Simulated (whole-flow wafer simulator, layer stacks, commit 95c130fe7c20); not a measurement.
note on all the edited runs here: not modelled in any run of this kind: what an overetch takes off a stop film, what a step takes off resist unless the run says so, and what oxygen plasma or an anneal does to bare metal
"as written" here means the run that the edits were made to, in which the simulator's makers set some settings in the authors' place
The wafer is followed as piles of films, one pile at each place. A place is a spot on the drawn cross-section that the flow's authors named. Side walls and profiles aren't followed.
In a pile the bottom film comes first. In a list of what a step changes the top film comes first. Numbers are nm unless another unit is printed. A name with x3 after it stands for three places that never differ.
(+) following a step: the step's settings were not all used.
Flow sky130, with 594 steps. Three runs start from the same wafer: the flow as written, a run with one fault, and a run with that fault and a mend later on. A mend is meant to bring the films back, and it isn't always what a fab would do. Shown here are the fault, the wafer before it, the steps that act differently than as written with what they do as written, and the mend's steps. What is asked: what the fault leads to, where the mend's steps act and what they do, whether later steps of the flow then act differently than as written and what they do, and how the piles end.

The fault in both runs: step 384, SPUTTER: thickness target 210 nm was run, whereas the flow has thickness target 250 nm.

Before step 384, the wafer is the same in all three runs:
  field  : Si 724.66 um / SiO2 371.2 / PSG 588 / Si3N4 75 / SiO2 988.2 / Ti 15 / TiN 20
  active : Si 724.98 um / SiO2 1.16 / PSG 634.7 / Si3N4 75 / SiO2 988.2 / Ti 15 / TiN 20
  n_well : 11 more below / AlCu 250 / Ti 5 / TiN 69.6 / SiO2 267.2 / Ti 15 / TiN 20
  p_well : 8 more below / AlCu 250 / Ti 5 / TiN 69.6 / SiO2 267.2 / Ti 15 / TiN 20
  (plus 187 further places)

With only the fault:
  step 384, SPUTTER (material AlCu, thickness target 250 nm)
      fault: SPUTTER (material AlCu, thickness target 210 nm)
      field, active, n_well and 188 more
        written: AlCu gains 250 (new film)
        fault: AlCu gains 210 (new film)
  Later steps of the flow acting differently than as written:
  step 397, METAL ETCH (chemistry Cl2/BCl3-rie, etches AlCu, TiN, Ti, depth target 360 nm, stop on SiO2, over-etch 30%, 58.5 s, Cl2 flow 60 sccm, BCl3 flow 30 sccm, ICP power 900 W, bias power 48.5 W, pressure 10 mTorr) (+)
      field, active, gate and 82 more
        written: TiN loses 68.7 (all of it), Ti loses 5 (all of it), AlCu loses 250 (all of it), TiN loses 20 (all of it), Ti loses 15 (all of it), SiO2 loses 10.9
        fault: TiN loses 68.7 (all of it), Ti loses 5 (all of it), AlCu loses 210 (all of it), TiN loses 20 (all of it), Ti loses 15 (all of it), SiO2 loses 14.9
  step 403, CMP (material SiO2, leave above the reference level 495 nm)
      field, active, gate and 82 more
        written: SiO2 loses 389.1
        fault: SiO2 loses 425.1
  At n_well, p_well, gate_hv and 111 more, the piles at the end differ from the flow's by more than 2% or 0.5 nm, whichever is larger.
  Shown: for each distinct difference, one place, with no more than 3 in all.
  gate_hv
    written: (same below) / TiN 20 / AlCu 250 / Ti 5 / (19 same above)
    fault: (same below) / TiN 20 / AlCu 210 / Ti 5 / (19 same above)
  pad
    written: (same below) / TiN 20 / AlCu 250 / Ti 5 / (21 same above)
    fault: (same below) / TiN 20 / AlCu 210 / Ti 5 / (21 same above)
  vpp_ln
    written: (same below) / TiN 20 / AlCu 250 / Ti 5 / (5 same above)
    fault: (same below) / TiN 20 / AlCu 210 / Ti 5 / (5 same above)

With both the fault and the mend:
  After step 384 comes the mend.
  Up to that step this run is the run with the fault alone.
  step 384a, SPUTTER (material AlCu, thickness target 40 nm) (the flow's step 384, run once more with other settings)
      field, active, n_well and 188 more
        AlCu gains 40
  None of the later steps of the flow acts differently than as written at any place that is followed.
  The piles end the same as the flow's at every place that both follow.
